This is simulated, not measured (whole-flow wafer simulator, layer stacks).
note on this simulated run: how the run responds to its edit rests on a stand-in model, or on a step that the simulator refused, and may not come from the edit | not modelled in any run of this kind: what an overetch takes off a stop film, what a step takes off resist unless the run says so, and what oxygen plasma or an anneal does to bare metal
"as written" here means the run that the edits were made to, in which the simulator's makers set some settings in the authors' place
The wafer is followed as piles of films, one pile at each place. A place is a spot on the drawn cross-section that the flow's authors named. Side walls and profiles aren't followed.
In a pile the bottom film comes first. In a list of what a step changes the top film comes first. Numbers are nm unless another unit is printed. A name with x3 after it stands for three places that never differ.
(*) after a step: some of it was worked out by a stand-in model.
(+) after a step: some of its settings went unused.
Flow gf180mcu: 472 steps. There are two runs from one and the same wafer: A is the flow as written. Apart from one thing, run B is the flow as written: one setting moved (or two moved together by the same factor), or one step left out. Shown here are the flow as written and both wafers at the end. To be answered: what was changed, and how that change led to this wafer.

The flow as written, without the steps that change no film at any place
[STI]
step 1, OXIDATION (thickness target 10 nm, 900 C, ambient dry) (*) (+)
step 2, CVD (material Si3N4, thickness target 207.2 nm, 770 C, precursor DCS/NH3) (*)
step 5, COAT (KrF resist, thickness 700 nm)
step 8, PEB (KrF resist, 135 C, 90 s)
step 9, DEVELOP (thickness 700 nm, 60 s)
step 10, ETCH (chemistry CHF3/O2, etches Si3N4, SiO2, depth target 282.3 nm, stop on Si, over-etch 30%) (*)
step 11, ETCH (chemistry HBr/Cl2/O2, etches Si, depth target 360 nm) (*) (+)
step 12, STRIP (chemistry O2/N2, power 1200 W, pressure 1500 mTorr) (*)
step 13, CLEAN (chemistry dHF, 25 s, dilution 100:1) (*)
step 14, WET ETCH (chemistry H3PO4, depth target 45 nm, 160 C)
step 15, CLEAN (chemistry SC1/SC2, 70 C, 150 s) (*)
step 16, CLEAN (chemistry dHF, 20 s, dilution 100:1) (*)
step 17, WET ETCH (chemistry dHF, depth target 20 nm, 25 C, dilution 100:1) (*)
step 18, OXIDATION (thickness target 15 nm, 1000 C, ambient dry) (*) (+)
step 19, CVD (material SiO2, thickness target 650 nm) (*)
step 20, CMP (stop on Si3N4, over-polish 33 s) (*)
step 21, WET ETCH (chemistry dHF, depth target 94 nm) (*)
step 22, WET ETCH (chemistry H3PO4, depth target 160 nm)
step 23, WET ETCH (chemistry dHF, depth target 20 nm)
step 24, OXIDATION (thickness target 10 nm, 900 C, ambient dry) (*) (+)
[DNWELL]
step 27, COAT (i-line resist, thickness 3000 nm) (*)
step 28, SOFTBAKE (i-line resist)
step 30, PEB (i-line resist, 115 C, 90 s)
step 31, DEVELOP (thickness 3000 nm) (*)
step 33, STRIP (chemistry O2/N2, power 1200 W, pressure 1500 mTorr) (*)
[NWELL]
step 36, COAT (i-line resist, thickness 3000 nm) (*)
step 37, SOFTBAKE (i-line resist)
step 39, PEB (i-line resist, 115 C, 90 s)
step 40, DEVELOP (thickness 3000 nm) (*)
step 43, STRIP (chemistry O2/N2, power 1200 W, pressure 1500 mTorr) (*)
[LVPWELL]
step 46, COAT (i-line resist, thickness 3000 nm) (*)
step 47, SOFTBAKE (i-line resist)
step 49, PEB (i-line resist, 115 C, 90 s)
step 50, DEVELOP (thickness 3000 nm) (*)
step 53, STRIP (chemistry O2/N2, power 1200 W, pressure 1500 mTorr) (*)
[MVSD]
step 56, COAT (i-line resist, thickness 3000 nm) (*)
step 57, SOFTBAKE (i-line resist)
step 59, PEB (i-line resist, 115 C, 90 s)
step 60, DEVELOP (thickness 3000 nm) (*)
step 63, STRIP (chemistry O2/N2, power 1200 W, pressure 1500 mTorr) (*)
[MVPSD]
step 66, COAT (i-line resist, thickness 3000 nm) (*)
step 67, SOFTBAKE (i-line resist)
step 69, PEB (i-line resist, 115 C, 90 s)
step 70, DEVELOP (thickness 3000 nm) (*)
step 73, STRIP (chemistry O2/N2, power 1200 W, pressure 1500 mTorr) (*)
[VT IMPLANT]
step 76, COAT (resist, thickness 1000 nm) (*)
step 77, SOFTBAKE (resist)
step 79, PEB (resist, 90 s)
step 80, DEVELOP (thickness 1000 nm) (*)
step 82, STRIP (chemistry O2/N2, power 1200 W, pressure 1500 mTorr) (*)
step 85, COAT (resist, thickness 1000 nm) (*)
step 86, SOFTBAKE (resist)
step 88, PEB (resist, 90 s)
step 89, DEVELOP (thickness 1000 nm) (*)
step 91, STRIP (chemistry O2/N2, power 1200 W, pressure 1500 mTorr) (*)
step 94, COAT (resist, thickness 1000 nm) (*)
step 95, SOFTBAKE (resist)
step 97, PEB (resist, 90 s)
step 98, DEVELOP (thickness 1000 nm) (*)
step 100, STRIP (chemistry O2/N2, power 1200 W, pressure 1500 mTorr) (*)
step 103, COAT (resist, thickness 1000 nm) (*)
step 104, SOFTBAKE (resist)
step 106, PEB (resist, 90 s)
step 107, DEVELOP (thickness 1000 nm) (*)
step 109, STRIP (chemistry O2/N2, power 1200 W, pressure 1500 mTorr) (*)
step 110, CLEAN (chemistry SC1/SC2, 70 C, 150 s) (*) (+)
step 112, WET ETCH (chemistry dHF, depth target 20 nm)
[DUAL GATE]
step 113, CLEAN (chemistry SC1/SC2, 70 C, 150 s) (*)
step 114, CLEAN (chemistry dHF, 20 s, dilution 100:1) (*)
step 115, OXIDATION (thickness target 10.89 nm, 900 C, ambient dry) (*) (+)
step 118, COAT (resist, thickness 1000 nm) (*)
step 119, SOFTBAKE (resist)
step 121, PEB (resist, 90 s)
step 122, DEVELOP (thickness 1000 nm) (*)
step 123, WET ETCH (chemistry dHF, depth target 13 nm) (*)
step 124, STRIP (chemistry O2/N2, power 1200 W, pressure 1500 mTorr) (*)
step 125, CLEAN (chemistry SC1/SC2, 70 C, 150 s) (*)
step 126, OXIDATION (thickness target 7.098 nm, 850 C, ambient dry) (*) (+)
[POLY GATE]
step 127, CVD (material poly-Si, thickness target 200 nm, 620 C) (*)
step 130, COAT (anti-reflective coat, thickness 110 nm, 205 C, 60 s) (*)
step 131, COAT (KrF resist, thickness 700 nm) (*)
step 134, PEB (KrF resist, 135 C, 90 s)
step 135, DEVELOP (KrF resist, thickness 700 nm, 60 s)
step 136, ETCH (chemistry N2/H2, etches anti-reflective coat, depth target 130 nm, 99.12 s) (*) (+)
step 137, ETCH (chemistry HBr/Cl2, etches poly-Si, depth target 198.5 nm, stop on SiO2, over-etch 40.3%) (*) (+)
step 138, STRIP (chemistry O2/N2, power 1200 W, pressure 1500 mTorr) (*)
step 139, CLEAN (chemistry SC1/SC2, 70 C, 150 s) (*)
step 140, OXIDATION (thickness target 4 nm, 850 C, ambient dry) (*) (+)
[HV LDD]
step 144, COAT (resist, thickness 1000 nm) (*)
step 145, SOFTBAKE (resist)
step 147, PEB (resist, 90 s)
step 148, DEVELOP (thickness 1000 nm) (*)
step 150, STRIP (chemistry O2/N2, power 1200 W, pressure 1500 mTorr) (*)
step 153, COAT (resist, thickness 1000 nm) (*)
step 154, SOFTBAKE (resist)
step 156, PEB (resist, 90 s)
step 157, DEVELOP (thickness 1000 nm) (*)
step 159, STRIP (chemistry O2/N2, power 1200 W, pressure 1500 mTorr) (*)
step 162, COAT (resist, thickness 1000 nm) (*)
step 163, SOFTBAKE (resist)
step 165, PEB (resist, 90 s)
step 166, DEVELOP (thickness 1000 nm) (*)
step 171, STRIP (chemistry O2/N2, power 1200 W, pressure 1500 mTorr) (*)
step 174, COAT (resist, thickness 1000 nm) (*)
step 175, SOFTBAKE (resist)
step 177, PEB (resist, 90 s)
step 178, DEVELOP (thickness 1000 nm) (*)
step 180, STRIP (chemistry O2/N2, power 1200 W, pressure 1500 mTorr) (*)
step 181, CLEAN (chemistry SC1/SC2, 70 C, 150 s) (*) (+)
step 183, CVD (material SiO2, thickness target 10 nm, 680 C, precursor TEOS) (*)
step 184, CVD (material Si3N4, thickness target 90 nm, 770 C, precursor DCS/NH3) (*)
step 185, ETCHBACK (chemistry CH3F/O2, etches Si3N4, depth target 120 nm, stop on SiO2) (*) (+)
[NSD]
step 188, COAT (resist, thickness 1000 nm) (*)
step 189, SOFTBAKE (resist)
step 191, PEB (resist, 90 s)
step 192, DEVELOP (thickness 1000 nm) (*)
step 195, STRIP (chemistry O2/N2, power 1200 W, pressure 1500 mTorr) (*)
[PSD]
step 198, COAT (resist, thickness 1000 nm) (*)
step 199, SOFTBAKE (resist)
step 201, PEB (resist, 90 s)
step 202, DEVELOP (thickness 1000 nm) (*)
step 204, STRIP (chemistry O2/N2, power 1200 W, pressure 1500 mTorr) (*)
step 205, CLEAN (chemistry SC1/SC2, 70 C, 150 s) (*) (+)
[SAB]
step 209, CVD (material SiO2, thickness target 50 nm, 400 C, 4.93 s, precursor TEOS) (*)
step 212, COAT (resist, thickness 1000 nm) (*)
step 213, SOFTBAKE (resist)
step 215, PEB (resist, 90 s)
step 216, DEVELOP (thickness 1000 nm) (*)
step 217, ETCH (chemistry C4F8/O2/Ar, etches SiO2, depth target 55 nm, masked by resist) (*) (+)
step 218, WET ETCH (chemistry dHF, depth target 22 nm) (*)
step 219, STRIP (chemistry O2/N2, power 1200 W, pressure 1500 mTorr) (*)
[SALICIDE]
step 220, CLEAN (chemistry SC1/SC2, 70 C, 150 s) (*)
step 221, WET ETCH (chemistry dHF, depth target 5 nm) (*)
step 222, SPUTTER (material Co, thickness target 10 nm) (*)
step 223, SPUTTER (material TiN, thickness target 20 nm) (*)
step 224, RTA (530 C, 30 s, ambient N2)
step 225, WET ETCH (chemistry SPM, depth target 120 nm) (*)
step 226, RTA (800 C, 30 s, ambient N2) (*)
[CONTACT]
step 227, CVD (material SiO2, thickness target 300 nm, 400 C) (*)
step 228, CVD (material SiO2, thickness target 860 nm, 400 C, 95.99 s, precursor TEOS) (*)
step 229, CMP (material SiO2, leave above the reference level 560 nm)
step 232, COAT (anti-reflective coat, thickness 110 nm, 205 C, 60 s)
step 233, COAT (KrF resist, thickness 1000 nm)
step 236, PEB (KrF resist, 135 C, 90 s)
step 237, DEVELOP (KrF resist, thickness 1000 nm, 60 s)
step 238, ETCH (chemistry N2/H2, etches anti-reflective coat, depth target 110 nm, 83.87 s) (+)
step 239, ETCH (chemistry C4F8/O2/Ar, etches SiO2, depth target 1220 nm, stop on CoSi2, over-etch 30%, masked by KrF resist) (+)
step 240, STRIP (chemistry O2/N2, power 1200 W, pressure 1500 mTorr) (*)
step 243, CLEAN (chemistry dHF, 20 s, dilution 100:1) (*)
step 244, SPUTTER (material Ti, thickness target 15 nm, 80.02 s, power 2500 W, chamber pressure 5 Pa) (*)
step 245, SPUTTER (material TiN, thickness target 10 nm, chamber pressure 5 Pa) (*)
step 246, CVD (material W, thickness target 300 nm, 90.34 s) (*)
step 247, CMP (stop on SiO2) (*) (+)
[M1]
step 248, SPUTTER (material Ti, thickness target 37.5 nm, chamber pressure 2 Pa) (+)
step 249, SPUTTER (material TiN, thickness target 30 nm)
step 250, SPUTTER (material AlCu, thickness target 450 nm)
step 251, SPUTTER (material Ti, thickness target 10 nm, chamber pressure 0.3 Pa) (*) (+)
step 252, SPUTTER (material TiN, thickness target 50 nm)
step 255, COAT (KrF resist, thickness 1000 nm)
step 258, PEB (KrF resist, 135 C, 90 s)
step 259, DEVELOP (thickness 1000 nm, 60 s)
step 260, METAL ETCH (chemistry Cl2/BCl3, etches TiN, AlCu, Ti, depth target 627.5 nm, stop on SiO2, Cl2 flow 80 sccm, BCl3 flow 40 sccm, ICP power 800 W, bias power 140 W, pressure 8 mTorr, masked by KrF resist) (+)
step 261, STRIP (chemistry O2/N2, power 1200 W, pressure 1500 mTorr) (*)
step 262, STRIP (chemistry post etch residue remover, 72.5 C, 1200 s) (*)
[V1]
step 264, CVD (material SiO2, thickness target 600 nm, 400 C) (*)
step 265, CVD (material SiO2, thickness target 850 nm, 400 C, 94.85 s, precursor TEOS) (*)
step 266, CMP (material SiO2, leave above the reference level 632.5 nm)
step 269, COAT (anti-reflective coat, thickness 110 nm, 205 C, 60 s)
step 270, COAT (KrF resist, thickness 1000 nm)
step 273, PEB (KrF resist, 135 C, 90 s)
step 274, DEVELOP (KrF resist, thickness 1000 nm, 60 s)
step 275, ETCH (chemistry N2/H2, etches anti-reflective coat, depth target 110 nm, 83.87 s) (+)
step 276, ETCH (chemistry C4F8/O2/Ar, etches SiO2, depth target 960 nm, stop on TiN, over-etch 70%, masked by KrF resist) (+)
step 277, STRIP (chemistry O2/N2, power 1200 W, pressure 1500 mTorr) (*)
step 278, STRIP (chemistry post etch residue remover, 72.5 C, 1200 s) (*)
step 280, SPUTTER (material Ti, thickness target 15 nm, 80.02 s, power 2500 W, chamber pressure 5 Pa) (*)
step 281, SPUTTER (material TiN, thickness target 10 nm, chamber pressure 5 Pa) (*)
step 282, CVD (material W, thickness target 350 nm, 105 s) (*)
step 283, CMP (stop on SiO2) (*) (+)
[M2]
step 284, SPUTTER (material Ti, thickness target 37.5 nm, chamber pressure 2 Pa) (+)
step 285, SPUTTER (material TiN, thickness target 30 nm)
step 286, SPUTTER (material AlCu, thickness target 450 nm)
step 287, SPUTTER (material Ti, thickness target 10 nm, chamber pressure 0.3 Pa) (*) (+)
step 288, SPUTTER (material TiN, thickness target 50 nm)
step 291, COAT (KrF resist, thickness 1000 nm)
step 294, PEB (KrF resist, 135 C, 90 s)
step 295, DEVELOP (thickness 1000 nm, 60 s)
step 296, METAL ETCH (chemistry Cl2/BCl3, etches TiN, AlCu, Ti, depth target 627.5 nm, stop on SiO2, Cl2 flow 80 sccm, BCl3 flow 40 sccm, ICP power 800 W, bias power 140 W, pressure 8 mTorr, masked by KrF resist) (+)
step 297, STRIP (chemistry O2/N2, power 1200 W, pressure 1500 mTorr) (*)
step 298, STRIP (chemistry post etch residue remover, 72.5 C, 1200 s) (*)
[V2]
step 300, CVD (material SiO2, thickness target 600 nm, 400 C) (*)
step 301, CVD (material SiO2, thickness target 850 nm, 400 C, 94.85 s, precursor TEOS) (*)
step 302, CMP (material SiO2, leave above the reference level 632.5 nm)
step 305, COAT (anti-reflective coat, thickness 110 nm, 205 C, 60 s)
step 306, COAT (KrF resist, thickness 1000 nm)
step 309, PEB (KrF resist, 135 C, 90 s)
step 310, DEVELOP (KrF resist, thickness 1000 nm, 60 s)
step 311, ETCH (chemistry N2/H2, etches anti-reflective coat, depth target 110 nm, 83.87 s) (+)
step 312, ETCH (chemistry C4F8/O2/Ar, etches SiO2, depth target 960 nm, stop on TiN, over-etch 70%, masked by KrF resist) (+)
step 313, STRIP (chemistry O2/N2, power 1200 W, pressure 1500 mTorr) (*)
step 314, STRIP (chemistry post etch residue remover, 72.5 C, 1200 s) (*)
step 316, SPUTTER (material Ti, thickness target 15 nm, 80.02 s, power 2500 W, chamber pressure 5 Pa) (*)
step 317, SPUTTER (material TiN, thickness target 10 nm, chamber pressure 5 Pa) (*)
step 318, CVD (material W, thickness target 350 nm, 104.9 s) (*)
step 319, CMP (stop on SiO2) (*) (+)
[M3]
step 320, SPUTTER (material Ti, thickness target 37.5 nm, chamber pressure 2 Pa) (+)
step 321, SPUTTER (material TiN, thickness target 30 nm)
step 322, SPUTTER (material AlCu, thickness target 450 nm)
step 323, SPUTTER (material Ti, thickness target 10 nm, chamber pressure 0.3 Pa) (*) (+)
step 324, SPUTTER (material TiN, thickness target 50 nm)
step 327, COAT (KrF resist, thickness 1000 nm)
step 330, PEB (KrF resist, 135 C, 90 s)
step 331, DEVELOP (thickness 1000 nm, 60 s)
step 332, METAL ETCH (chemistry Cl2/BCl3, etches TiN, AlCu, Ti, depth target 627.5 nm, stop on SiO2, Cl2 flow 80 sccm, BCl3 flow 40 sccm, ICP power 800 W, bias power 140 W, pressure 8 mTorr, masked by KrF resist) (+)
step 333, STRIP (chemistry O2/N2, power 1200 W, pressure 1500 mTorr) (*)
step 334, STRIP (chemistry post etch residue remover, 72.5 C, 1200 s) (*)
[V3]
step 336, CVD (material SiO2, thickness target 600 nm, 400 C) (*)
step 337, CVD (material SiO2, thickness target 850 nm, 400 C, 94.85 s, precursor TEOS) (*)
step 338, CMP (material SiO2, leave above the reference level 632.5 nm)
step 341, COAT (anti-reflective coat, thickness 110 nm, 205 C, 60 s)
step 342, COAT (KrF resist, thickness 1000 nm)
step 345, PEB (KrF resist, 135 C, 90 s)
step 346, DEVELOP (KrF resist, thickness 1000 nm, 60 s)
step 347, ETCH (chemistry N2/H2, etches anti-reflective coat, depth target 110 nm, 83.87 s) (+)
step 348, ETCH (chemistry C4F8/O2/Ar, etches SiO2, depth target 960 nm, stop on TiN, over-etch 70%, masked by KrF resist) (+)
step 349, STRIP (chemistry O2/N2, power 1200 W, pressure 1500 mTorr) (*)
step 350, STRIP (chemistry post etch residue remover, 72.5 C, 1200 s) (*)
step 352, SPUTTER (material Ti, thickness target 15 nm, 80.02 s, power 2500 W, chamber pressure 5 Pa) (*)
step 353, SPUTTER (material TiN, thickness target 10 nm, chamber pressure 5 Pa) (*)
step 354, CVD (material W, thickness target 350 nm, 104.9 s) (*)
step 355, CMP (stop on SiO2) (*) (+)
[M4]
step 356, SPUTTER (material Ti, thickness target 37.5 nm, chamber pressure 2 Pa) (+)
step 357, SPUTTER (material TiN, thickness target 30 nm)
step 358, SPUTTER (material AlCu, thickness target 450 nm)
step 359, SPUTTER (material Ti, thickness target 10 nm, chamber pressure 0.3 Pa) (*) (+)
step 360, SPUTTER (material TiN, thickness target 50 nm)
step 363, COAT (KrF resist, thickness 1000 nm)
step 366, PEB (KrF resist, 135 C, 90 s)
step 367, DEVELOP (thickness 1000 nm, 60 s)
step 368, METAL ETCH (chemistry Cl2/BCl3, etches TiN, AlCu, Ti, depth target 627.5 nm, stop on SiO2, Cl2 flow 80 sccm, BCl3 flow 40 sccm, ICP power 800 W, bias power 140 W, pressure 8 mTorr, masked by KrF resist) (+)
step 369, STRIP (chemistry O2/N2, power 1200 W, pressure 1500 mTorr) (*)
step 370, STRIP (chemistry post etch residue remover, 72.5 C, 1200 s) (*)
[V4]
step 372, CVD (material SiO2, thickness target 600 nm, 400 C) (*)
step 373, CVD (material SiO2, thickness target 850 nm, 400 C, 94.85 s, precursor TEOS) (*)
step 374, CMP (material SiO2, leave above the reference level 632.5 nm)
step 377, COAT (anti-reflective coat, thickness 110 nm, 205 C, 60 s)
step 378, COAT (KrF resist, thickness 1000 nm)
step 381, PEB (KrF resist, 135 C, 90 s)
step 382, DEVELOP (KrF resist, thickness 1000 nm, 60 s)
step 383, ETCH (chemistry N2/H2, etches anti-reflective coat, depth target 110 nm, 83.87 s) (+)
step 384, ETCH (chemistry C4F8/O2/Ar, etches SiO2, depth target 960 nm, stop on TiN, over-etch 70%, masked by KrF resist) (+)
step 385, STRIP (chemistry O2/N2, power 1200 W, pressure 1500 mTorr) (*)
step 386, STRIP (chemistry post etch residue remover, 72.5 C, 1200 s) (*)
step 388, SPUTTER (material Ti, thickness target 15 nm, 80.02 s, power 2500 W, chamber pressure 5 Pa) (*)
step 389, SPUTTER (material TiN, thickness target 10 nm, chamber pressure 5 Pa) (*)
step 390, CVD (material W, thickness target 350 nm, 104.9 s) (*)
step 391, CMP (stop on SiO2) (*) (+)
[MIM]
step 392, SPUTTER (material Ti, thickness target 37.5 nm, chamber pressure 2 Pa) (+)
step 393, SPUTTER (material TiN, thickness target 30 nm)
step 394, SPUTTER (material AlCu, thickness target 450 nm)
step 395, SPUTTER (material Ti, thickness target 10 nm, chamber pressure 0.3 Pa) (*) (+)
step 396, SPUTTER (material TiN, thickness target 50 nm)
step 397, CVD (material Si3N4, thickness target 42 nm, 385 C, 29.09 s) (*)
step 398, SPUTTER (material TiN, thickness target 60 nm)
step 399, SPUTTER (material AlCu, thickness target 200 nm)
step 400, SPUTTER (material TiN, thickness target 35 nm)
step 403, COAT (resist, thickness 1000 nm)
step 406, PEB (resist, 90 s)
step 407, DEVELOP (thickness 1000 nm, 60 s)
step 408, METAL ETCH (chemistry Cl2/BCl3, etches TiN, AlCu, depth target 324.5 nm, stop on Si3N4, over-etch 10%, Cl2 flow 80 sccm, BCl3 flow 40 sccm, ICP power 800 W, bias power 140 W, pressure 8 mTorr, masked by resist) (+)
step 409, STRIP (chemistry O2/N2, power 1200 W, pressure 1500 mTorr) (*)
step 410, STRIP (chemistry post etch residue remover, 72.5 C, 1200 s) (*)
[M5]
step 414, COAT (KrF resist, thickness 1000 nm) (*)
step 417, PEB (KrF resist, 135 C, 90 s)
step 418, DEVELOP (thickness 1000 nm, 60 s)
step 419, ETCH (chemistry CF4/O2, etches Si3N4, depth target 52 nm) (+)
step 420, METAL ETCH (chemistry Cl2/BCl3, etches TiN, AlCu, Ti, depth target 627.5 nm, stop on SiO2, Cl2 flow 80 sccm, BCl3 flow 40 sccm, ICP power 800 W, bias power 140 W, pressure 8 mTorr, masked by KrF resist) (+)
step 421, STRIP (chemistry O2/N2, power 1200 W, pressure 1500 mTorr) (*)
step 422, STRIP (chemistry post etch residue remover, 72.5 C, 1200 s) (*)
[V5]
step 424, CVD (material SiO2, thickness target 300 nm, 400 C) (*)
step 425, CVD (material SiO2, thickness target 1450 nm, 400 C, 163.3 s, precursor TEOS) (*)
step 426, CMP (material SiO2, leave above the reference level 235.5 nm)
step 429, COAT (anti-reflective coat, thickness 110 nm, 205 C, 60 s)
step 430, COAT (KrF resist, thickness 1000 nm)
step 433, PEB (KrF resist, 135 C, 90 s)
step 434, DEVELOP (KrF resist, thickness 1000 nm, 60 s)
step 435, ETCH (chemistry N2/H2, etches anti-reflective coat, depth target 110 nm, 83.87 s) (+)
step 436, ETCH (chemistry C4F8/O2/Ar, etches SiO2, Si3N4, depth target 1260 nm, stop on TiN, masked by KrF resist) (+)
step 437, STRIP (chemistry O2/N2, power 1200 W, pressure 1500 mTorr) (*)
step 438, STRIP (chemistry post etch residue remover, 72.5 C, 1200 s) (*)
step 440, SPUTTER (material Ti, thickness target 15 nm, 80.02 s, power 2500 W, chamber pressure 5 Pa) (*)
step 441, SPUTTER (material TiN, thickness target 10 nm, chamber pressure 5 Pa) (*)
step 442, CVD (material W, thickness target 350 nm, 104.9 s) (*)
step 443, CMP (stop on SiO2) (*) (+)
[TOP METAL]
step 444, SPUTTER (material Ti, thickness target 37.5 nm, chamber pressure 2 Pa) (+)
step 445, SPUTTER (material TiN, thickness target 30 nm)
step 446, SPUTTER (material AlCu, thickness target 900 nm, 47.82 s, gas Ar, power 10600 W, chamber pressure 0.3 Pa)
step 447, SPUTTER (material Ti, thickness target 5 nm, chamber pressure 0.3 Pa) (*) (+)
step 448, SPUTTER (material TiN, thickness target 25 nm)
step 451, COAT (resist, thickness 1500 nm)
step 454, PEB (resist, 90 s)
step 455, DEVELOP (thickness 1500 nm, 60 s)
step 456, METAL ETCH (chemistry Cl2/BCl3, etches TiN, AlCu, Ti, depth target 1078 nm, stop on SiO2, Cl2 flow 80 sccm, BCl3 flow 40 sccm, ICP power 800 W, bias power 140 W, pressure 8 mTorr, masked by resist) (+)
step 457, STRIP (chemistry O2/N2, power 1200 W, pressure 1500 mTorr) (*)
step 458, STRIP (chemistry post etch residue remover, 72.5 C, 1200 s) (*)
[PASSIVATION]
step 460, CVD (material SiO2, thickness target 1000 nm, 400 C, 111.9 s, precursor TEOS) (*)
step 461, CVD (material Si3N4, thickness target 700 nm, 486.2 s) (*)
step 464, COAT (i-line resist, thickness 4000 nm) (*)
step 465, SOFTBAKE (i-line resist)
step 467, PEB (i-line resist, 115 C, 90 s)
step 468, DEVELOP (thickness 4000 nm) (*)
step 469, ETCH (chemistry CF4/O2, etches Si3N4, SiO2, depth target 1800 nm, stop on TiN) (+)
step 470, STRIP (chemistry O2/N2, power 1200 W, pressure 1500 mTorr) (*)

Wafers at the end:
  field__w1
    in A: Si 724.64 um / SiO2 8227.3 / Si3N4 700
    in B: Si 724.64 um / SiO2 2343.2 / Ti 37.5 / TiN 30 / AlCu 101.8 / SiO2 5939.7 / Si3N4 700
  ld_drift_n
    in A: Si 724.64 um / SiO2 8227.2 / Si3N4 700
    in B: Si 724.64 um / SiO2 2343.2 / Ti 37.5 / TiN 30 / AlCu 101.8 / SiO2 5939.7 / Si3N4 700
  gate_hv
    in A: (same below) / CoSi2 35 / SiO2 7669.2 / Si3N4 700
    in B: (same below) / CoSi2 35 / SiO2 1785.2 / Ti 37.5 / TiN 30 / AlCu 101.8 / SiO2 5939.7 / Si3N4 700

What caused this: step 286, SPUTTER: thickness target 675 nm was run, while the flow as written has thickness target 450 nm.

Step by step, how the change led to this:
  step 286, SPUTTER (material AlCu, thickness target 450 nm)
      field, field__w1, field__w2 and 108 more: A AlCu gains 450 (new film) | B AlCu gains 675 (new film)
  step 296, METAL ETCH (chemistry Cl2/BCl3, etches TiN, AlCu, Ti, depth target 627.5 nm, stop on SiO2, Cl2 flow 80 sccm, BCl3 flow 40 sccm, ICP power 800 W, bias power 140 W, pressure 8 mTorr, masked by KrF resist) (+)
      field, field__w1, field__w2 and 103 more: A TiN loses 50 (all of it), Ti loses 10 (all of it), AlCu loses 450 (all of it), TiN loses 30 (all of it), Ti loses 37.5 (all of it) | B TiN loses 50 (all of it), Ti loses 10 (all of it), AlCu loses 567.5
  step 298, STRIP (chemistry post etch residue remover, 72.5 C, 1200 s) (*)
      field, field__w1, field__w2 and 103 more: A nothing | B AlCu loses 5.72
  step 300, CVD (material SiO2, thickness target 600 nm, 400 C) (*)
      field, field__w1, field__w2 and 103 more: A SiO2 gains 600 | B SiO2 gains 600 (new film)
  step 302, CMP (material SiO2, leave above the reference level 632.5 nm)
      field, field__w1, field__w2 and 103 more: A SiO2 loses 300 | B SiO2 loses 244.3
If metal films that touch count as one body, field__w1 has 1 body; the flow as written gives 0 bodies.
If metal films that touch count as one body, ld_drift_n has 1 body; the flow as written gives 0 bodies.
If metal films that touch count as one body, gate_hv has 2 bodies (between them, from the top down: SiO2 1785.2); the flow as written gives 1 body.
